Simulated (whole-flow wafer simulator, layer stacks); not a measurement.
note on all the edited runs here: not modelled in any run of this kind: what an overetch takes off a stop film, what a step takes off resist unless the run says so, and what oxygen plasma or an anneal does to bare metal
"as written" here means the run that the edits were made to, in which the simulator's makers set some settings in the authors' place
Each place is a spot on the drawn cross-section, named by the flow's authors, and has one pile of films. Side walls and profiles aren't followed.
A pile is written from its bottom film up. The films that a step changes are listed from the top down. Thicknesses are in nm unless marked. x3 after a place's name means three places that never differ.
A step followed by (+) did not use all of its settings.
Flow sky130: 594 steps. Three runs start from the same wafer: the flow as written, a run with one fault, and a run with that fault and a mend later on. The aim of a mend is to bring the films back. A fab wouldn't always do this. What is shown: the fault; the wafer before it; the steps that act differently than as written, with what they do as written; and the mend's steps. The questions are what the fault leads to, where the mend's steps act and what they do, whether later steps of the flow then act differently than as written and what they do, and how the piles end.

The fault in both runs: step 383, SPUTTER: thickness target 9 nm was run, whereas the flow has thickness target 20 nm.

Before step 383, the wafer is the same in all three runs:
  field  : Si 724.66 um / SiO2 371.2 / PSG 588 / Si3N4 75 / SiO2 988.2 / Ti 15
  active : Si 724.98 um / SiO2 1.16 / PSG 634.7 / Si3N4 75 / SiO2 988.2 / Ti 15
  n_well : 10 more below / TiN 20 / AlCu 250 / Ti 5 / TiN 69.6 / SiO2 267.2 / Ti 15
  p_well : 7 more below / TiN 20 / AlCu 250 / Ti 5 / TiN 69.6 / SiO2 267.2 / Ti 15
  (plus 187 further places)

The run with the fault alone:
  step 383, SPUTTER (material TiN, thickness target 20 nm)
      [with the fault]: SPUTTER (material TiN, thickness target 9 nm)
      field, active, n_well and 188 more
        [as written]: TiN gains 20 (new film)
        [with the fault]: TiN gains 9 (new film)
  Later steps of the flow acting differently than as written (14 more steps, not shown, differ only slightly: by at most 2% or 0.5 nm, whichever is larger):
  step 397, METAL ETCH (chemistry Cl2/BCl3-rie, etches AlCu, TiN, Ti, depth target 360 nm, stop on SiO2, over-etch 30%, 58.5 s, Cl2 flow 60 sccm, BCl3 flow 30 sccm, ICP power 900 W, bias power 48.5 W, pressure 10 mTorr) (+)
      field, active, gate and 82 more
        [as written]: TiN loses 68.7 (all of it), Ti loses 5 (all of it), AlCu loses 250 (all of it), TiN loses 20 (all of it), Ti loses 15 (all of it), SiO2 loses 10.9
        [with the fault]: TiN loses 68.7 (all of it), Ti loses 5 (all of it), AlCu loses 250 (all of it), TiN loses 9 (all of it), Ti loses 15 (all of it), SiO2 loses 12
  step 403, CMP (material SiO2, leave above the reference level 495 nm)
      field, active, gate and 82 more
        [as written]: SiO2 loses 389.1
        [with the fault]: SiO2 loses 399
  By the end, the piles at n_well, p_well, gate_hv and 103 more depart from the flow's by more than 2% or 0.5 nm, whichever is larger.
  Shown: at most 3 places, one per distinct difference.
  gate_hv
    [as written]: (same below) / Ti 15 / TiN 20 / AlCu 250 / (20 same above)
    [with the fault]: (same below) / Ti 15 / TiN 9 / AlCu 250 / (20 same above)
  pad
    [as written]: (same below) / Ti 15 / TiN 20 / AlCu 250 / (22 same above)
    [with the fault]: (same below) / Ti 15 / TiN 9 / AlCu 250 / (22 same above)
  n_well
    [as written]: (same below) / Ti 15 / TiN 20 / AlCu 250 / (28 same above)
    [with the fault]: (same below) / Ti 15 / TiN 9 / AlCu 250 / (28 same above)

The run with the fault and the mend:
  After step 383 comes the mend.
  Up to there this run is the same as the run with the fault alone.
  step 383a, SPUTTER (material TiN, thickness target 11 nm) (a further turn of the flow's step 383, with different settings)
      field, active, n_well and 188 more
        TiN gains 11
  Later steps of the flow that are run all act as written at every place that is followed.
  At every place that both follow, the piles at the end match the flow's.
